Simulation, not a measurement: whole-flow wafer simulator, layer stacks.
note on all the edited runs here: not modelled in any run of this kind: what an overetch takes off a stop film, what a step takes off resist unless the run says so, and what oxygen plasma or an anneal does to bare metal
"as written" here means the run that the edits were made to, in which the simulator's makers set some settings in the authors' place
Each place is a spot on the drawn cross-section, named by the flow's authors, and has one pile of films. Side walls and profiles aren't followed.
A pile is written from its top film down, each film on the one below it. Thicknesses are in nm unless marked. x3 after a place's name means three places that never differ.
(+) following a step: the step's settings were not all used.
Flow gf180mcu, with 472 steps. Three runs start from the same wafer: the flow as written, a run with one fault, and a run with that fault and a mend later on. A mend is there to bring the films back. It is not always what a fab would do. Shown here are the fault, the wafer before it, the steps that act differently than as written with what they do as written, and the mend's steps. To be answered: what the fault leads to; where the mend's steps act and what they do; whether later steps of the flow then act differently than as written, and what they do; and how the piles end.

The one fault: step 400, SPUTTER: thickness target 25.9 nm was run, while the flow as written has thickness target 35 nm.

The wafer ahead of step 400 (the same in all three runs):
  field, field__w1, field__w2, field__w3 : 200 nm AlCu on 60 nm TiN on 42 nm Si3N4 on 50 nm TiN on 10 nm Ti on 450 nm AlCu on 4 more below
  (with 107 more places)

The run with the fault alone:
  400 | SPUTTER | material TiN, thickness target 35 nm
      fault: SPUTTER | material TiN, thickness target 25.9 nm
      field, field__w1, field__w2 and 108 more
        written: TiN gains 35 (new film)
        fault: TiN gains 25.9 (new film)
  Later steps of the flow acting differently than as written (9 other steps are not shown; they differ only slightly, by no more than 2% or 0.5 nm, whichever is larger):
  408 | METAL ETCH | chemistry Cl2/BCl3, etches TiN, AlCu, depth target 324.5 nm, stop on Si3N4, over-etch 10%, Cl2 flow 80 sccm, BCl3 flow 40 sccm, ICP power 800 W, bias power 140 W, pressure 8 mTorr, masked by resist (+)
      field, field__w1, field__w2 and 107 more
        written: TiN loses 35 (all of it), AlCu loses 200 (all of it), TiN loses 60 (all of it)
        fault: TiN loses 25.9 (all of it), AlCu loses 200 (all of it), TiN loses 60 (all of it)
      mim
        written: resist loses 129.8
        fault: resist loses 125.8
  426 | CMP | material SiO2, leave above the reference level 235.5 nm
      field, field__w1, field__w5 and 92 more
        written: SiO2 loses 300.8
        fault: SiO2 loses 309.9
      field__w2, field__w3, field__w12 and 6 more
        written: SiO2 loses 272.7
        fault: SiO2 loses 281.8
  At mim, the piles at the end differ from the flow's by more than 2% or 0.5 nm, whichever is larger.
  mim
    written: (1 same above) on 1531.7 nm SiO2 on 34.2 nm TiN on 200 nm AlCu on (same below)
    fault: (1 same above) on 1531.7 nm SiO2 on 25.1 nm TiN on 200 nm AlCu on (same below)

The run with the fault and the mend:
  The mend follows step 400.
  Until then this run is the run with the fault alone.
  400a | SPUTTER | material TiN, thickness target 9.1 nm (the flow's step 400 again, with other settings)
      field, field__w1, field__w2 and 108 more
        TiN gains 9.1
  None of the later steps of the flow acts differently than as written at any place that is followed.
  At every place that both follow, the piles at the end match the flow's.
